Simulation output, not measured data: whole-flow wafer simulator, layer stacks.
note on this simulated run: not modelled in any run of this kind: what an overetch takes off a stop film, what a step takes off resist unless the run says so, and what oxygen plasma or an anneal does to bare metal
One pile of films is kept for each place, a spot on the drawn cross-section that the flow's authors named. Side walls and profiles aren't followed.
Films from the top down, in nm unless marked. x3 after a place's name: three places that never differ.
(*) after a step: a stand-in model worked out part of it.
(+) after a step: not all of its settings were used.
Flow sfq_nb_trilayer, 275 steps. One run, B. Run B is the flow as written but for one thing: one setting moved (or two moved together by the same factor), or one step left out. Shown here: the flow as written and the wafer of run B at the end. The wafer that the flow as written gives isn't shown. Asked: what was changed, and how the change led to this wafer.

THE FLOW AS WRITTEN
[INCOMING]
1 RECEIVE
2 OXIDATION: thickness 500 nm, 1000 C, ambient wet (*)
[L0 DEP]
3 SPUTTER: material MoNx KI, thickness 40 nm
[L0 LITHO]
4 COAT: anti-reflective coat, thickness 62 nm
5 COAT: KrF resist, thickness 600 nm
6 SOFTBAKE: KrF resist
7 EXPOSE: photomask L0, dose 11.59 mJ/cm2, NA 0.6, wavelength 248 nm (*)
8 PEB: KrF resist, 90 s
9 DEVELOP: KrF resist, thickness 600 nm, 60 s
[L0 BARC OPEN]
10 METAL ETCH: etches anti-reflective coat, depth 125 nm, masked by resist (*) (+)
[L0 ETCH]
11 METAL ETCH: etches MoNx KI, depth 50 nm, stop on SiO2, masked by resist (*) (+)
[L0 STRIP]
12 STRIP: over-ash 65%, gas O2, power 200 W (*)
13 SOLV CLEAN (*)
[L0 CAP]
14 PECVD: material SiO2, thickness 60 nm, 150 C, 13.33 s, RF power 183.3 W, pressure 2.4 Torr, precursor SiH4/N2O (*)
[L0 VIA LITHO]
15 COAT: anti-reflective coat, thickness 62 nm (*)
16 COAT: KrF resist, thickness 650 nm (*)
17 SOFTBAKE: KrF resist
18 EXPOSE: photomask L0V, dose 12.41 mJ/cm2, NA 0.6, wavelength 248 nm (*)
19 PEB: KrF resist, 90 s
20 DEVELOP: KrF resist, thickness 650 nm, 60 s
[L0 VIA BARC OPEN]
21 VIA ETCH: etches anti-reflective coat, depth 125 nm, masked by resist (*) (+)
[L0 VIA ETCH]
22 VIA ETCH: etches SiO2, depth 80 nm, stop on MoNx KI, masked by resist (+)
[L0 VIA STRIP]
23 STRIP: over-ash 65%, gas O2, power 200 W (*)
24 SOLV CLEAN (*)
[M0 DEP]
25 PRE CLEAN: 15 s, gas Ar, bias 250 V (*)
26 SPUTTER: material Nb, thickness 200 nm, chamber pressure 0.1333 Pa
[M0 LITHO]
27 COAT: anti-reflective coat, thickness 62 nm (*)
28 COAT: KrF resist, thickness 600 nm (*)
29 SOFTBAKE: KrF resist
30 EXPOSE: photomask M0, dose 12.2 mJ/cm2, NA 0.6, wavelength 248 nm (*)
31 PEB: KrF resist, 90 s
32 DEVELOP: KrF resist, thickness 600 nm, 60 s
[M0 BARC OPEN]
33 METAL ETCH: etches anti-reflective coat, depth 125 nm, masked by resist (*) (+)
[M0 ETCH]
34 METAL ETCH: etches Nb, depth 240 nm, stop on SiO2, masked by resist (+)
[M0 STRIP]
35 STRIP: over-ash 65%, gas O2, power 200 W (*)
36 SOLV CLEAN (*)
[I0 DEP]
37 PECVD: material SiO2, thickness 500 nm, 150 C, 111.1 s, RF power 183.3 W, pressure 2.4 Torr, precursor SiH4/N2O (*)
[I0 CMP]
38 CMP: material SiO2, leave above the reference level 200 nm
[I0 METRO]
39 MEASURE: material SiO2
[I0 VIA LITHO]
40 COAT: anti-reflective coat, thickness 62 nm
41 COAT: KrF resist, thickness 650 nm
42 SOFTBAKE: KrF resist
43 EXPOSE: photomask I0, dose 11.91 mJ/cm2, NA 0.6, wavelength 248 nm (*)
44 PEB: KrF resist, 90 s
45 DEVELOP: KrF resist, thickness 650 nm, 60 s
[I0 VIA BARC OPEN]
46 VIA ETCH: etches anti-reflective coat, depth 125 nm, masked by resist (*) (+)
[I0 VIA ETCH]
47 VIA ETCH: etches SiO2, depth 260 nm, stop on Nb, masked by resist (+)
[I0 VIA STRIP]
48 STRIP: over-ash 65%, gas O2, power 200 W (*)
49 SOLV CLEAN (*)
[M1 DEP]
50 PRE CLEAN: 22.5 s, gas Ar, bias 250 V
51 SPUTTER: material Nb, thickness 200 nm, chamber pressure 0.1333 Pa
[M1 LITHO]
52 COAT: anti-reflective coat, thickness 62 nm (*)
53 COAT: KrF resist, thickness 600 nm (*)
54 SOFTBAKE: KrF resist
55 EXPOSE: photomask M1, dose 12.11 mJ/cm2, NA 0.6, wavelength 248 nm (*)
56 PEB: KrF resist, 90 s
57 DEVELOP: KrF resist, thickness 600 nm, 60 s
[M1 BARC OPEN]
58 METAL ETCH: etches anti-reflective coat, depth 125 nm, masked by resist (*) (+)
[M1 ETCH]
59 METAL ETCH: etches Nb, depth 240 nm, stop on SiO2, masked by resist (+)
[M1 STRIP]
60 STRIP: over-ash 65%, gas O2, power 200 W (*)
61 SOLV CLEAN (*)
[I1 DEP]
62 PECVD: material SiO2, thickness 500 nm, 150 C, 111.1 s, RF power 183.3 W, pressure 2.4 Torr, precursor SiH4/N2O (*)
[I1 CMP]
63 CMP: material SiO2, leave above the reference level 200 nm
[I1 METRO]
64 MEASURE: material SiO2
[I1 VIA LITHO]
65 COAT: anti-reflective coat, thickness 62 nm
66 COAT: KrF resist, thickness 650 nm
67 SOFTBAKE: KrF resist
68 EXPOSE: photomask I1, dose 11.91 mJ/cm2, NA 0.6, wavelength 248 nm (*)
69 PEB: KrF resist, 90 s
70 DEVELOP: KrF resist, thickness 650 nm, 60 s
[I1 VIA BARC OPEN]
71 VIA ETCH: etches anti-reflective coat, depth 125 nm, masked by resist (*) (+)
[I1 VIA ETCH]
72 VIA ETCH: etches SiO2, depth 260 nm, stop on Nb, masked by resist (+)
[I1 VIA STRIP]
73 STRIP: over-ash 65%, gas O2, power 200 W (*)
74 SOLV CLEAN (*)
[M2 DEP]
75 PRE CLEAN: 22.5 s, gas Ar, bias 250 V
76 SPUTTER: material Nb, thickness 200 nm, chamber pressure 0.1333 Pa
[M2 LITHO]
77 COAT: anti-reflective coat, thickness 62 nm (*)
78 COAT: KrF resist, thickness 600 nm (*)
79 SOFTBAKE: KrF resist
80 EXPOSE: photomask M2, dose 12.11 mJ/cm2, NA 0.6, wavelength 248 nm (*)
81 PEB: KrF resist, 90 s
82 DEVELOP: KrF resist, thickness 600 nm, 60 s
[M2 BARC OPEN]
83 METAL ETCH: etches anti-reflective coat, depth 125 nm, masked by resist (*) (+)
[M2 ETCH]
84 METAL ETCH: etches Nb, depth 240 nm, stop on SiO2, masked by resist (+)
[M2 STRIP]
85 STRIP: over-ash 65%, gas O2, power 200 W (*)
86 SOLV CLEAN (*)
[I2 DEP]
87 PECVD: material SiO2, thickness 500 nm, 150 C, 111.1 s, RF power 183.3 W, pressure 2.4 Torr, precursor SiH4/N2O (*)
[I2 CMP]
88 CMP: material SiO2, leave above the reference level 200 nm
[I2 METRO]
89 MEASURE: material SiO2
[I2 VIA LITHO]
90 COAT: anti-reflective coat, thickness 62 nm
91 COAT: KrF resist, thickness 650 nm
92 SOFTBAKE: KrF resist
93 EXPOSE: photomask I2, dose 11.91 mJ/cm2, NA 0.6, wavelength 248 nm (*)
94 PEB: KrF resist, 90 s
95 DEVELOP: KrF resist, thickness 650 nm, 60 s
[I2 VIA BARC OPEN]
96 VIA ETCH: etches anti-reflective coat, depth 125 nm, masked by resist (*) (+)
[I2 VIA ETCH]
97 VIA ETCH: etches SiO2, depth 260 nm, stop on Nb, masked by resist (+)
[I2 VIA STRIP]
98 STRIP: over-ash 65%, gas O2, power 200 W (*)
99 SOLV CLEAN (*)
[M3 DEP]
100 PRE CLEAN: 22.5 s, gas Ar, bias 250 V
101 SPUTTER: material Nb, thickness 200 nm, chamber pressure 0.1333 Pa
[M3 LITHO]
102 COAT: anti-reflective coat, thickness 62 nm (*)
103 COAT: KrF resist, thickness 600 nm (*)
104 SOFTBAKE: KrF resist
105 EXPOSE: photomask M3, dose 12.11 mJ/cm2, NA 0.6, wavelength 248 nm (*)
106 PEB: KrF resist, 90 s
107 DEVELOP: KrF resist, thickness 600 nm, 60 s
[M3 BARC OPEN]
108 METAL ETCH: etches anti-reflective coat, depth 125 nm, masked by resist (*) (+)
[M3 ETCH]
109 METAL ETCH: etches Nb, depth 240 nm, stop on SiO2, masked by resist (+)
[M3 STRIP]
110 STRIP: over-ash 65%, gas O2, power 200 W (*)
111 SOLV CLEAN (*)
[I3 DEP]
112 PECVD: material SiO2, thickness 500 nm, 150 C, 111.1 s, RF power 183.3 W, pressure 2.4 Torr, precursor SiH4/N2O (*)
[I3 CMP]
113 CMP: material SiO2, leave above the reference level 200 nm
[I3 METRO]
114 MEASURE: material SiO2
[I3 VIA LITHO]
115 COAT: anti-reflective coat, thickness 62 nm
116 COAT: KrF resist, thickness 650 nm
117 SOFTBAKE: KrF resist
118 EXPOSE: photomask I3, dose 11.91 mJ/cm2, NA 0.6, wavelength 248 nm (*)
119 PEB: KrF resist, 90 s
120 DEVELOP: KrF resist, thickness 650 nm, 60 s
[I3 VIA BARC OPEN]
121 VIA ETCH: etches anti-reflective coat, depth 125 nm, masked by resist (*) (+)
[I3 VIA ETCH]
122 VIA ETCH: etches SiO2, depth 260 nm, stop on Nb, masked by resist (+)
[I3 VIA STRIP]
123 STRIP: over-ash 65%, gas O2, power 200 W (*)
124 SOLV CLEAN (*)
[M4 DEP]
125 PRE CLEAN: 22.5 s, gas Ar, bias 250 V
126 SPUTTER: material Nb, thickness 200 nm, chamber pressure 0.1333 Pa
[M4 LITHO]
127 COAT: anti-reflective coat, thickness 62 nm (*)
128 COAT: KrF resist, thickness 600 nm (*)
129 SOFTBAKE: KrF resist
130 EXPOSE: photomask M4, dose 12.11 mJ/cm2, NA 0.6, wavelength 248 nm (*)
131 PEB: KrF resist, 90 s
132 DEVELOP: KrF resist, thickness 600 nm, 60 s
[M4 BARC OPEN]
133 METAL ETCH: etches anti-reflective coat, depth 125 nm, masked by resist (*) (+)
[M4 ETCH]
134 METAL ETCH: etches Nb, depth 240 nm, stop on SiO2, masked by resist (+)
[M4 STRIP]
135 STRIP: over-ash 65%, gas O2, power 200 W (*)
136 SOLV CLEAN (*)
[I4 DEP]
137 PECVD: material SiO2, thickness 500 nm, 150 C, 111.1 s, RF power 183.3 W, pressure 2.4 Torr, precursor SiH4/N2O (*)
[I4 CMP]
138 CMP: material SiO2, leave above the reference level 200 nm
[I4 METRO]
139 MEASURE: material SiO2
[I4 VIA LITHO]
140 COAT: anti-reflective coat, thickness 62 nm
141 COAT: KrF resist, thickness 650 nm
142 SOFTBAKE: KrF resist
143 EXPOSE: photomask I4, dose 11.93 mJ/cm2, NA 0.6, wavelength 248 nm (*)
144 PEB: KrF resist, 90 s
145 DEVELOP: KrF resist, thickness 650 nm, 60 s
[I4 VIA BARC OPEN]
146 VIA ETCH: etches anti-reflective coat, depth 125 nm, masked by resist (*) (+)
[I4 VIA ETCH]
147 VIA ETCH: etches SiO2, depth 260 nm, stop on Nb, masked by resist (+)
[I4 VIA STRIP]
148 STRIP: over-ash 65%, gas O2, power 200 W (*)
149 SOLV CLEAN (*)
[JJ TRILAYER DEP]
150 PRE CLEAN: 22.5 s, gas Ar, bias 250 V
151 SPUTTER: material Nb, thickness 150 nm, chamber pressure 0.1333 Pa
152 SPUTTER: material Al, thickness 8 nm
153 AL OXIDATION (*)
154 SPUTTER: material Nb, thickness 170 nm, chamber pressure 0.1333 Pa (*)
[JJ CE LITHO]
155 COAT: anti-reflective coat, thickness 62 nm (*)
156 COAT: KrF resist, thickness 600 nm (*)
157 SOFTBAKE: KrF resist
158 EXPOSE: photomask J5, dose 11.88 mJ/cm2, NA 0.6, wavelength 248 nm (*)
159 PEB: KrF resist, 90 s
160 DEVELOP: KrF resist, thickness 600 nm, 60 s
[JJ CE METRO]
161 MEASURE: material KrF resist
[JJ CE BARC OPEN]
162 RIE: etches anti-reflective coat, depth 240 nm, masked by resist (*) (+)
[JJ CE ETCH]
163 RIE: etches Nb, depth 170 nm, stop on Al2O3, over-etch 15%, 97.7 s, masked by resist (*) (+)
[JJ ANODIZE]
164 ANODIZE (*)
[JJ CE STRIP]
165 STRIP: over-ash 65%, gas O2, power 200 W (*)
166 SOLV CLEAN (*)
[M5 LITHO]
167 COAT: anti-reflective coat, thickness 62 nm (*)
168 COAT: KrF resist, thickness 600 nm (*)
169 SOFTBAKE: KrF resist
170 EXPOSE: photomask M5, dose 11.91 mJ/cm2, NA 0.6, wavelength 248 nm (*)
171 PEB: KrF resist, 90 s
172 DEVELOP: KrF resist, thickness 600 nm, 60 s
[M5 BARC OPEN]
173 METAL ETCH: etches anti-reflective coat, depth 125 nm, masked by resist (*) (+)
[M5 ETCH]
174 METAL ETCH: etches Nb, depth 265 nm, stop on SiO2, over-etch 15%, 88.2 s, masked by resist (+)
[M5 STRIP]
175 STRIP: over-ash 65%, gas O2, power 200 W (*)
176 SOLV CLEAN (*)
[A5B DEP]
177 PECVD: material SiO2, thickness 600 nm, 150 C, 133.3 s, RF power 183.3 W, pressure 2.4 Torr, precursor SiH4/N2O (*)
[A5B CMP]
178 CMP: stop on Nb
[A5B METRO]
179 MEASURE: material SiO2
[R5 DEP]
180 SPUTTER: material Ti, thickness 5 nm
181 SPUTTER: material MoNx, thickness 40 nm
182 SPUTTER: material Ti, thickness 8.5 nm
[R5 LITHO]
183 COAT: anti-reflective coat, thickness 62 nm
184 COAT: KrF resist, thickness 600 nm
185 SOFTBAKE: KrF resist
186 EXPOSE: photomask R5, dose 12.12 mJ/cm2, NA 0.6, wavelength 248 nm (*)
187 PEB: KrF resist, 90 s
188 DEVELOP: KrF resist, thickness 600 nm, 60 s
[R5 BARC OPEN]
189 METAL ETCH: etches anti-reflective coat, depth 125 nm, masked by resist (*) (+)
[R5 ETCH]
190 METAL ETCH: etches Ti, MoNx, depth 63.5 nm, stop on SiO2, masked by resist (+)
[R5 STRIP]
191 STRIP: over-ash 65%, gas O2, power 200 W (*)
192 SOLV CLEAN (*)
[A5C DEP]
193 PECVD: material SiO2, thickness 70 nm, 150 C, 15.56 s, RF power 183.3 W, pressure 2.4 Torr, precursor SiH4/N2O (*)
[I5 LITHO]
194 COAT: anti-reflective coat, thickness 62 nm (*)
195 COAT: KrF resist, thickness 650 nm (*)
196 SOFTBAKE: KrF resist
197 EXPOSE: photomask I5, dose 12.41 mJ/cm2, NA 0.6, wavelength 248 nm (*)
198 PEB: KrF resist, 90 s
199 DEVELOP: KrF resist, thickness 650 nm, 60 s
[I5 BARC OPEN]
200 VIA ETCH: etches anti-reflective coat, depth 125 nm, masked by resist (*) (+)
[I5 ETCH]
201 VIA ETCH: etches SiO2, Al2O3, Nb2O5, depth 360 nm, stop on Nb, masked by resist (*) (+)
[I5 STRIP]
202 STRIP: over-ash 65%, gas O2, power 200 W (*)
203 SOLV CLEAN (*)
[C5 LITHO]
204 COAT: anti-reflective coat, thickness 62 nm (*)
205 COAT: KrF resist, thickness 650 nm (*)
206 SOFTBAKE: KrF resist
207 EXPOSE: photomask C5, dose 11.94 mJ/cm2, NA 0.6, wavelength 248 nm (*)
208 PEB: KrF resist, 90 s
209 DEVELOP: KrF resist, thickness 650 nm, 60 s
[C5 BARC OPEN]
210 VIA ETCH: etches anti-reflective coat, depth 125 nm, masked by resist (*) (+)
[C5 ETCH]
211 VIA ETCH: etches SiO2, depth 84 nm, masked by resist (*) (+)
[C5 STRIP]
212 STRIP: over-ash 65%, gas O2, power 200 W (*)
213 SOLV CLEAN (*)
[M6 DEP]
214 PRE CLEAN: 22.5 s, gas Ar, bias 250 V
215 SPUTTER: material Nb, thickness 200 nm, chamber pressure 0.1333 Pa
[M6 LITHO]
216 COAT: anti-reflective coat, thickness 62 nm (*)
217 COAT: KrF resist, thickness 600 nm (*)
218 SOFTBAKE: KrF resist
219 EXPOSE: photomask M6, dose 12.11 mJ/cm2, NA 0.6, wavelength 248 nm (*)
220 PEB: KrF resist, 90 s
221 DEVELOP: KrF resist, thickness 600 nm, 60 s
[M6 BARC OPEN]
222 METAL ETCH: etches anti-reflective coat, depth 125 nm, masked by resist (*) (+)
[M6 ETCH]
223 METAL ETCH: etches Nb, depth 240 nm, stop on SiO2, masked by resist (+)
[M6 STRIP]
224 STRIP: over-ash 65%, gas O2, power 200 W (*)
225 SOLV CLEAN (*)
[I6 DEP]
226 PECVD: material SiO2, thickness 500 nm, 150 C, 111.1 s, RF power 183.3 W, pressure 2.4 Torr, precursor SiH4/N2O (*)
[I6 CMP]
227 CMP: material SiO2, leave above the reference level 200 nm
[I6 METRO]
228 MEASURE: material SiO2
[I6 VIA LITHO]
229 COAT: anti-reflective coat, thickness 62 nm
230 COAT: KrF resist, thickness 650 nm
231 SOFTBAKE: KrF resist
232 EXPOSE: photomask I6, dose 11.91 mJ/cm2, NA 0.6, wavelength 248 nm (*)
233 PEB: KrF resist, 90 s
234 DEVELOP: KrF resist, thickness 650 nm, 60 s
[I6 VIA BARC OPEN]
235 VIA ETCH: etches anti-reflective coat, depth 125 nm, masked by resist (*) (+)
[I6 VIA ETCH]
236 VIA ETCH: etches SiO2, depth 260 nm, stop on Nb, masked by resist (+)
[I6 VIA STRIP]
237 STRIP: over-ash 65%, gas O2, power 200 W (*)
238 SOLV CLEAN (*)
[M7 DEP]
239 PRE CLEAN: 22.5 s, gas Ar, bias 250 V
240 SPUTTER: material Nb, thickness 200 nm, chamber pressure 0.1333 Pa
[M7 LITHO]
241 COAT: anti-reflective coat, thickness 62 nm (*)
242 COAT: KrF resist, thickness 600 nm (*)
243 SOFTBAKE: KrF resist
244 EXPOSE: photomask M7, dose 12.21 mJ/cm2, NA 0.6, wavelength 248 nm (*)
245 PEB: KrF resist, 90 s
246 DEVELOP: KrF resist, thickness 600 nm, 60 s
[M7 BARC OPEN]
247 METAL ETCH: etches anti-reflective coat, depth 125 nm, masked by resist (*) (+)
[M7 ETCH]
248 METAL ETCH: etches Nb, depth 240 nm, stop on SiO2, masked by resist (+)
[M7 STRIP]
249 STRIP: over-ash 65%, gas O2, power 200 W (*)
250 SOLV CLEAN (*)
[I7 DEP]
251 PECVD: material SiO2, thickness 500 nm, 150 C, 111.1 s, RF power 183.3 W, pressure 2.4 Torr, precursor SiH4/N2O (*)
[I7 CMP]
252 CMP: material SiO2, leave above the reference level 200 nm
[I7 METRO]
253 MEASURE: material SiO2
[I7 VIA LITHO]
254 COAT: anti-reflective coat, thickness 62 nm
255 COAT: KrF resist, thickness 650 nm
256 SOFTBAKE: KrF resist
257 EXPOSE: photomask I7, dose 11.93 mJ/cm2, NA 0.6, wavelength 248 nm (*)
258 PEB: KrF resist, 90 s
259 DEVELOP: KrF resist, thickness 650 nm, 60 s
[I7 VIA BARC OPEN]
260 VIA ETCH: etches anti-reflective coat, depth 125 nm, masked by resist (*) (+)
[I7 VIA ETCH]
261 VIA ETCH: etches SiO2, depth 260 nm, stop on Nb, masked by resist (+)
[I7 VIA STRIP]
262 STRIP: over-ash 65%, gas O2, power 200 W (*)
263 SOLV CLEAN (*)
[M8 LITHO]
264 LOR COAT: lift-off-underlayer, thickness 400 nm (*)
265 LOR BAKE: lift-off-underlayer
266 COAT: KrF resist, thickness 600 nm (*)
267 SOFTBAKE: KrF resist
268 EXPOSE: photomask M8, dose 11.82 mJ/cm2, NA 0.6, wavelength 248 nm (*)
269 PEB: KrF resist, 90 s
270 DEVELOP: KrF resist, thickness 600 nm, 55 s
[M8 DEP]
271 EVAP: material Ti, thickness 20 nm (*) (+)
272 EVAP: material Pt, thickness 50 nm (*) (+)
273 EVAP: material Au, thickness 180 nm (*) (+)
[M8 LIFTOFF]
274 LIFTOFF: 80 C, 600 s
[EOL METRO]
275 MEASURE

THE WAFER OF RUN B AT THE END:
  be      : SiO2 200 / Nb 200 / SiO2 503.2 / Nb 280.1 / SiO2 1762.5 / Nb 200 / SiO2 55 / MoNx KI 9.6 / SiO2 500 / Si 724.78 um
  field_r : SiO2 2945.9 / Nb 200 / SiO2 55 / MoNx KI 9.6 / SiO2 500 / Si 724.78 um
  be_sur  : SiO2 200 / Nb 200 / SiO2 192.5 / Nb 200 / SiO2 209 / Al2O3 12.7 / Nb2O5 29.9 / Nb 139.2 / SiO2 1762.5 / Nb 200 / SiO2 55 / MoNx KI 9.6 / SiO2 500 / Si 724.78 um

The cause: step 3, SPUTTER: thickness 59.6 nm was run, where the flow has thickness 40 nm.

How the change led to this, step by step:
  3 SPUTTER: material MoNx KI, thickness 40 nm
      field_l, v_sur, via_wl and 103 more: MoNx KI +59.6 (new film) (as written it would be: MoNx KI +40 (new film))
  11 METAL ETCH: etches MoNx KI, depth 50 nm, stop on SiO2, masked by resist (*) (+)
      v_sur, via_wl, via_w and 97 more: MoNx KI -50 (as written it would be: MoNx KI -40 (all of it))
  14 PECVD: material SiO2, thickness 60 nm, 150 C, 13.33 s, RF power 183.3 W, pressure 2.4 Torr, precursor SiH4/N2O (*)
      v_sur, via_wl, via_w and 97 more: SiO2 +60 (new film) (as written it would be: SiO2 +60)
  15 COAT: anti-reflective coat, thickness 62 nm (*)
      field_l: anti-reflective coat +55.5 (new film) (as written it would be: anti-reflective coat +56.7 (new film))
      v_sur: anti-reflective coat +74.9 (new film) (as written it would be: anti-reflective coat +72.2 (new film))
      (and at 2 more places)
  23 STRIP: over-ash 65%, gas O2, power 200 W (*)
      field_l: KrF resist -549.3 (all of it), anti-reflective coat -55.5 (all of it) (as written it would be: KrF resist -551.4 (all of it), anti-reflective coat -56.7 (all of it))
      v_sur: KrF resist -573.1 (all of it), anti-reflective coat -74.9 (all of it) (as written it would be: KrF resist -570.5 (all of it), anti-reflective coat -72.2 (all of it))
      (and at 2 more places)
  27 COAT: anti-reflective coat, thickness 62 nm (*)
      v_sur: anti-reflective coat +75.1 (new film) (as written it would be: anti-reflective coat +72.3 (new film))
      l0_sur: anti-reflective coat +46.5 (new film) (as written it would be: anti-reflective coat +47.5 (new film))
      (and at 1 more place)
  35 STRIP: over-ash 65%, gas O2, power 200 W (*)
      v_sur: KrF resist -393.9 (all of it), anti-reflective coat -75.1 (all of it) (as written it would be: KrF resist -391.6 (all of it), anti-reflective coat -72.3 (all of it))
      l0_sur: KrF resist -369.2 (all of it), anti-reflective coat -46.5 (all of it) (as written it would be: KrF resist -372 (all of it), anti-reflective coat -47.5 (all of it))
      (and at 1 more place)
  38 CMP: material SiO2, leave above the reference level 200 nm
      field_l, l0_sur, l0r_line_l, l0r_line_c, l0r_line_r: SiO2 -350 (as written it would be: SiO2 -340)
      l0v: SiO2 -287.8 (as written it would be: SiO2 -277.8)
Counting metal films that touch as one body, be has 4 bodies (between them, from the top down: SiO2 503.2; SiO2 1762.5; SiO2 55); the flow as written gives 3 bodies (between them, from the top down: SiO2 503.2; SiO2 1762.5).
Counting metal films that touch as one body, field_r has 2 bodies (between them, from the top down: SiO2 55); the flow as written gives 1 body.
Counting metal films that touch as one body, be_sur has 5 bodies (between them, from the top down: SiO2 192.5; SiO2 209 / Al2O3 12.7 / Nb2O5 29.9; SiO2 1762.5; SiO2 55); the flow as written gives 4 bodies (between them, from the top down: SiO2 192.5; SiO2 209 / Al2O3 12.7 / Nb2O5 29.9; SiO2 1762.5).
